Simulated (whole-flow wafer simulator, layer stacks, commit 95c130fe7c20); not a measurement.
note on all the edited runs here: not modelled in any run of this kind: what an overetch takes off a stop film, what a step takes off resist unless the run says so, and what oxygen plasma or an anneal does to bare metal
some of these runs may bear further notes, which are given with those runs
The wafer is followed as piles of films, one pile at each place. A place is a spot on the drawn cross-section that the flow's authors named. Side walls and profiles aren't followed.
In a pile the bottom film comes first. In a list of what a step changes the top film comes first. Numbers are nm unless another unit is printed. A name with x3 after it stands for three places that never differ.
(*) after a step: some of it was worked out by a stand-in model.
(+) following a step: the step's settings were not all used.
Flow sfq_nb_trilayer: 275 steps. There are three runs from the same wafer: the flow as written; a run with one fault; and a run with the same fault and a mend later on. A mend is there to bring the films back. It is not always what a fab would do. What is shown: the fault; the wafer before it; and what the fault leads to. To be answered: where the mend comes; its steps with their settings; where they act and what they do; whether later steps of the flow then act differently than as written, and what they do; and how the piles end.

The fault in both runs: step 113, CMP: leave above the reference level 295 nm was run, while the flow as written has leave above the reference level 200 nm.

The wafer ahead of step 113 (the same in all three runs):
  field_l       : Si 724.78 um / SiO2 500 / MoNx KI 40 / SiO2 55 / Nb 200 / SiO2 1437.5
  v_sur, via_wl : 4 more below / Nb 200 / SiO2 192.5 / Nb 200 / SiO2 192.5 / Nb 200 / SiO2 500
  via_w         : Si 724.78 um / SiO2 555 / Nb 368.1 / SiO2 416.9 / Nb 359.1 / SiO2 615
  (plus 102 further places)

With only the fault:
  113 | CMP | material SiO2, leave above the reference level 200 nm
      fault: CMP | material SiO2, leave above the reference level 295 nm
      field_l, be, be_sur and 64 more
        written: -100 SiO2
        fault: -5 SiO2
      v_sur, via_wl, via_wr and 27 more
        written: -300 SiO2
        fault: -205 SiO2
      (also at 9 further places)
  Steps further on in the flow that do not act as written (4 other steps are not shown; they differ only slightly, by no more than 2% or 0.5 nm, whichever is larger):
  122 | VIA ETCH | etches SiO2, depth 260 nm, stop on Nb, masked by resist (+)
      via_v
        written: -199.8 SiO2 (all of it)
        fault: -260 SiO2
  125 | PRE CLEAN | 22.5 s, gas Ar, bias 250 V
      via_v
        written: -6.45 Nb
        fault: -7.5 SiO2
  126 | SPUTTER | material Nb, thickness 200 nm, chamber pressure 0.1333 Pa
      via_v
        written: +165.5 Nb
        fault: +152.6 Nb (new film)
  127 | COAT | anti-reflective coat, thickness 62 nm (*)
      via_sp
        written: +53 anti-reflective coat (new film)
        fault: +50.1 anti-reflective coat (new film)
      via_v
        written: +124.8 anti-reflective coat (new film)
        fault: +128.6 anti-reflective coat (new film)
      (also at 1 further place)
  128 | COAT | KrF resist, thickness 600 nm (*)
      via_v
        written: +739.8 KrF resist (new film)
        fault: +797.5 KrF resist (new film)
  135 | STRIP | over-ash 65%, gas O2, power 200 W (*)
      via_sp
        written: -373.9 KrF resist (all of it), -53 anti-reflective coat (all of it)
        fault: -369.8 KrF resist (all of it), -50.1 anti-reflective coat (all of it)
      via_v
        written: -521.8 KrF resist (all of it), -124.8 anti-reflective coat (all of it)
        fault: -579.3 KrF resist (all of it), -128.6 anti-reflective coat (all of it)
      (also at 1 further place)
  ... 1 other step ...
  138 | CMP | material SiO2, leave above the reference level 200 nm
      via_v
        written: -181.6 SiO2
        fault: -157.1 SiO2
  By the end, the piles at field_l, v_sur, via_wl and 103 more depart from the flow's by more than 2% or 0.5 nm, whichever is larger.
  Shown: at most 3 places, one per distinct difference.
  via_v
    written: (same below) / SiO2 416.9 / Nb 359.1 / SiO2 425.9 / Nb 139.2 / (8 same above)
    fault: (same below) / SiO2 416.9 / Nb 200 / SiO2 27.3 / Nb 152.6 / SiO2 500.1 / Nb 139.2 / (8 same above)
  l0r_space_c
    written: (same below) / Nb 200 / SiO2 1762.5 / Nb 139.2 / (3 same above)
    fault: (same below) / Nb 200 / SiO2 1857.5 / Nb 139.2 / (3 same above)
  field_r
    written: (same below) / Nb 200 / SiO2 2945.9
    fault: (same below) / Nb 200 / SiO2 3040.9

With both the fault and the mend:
  The mend follows step 120.
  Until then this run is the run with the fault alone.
  120a | STRIP | over-ash 65%, gas O2, power 200 W (*)
      field_l, v_sur, via_wl and 102 more
        -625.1 KrF resist (all of it), -62 anti-reflective coat (all of it)
      via_v
        -62 anti-reflective coat (all of it)
  120b | CMP | material SiO2, leave above the reference level 200 nm (a further turn of the flow's step 113)
      field_l, v_sur, via_wl and 103 more
        -95 SiO2
  120c | COAT | anti-reflective coat, thickness 62 nm (a further turn of the flow's step 115)
      field_l, v_sur, via_wl and 103 more
        +62 anti-reflective coat (new film)
  120d | COAT | KrF resist, thickness 650 nm (a further turn of the flow's step 116)
      field_l, v_sur, via_wl and 103 more
        +650 KrF resist (new film)
  120e | SOFTBAKE | KrF resist (a further turn of the flow's step 117)
      alters no film at any place that is followed
  120f | EXPOSE | photomask I3, dose 11.91 mJ/cm2, NA 0.6, wavelength 248 nm (*) (a further turn of the flow's step 118)
      alters no film at any place that is followed
  120g | PEB | KrF resist, 90 s (a further turn of the flow's step 119)
      field_l, v_sur, via_wl and 103 more
        -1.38 KrF resist
  120h | DEVELOP | KrF resist, thickness 650 nm, 60 s (a further turn of the flow's step 120)
      field_l, v_sur, via_wl and 102 more
        -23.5 KrF resist
      via_v
        -648.6 KrF resist (all of it)
  Later steps of the flow that are run all act as written at every place that is followed.
  By the end, the piles equal the flow's at every place that both follow.
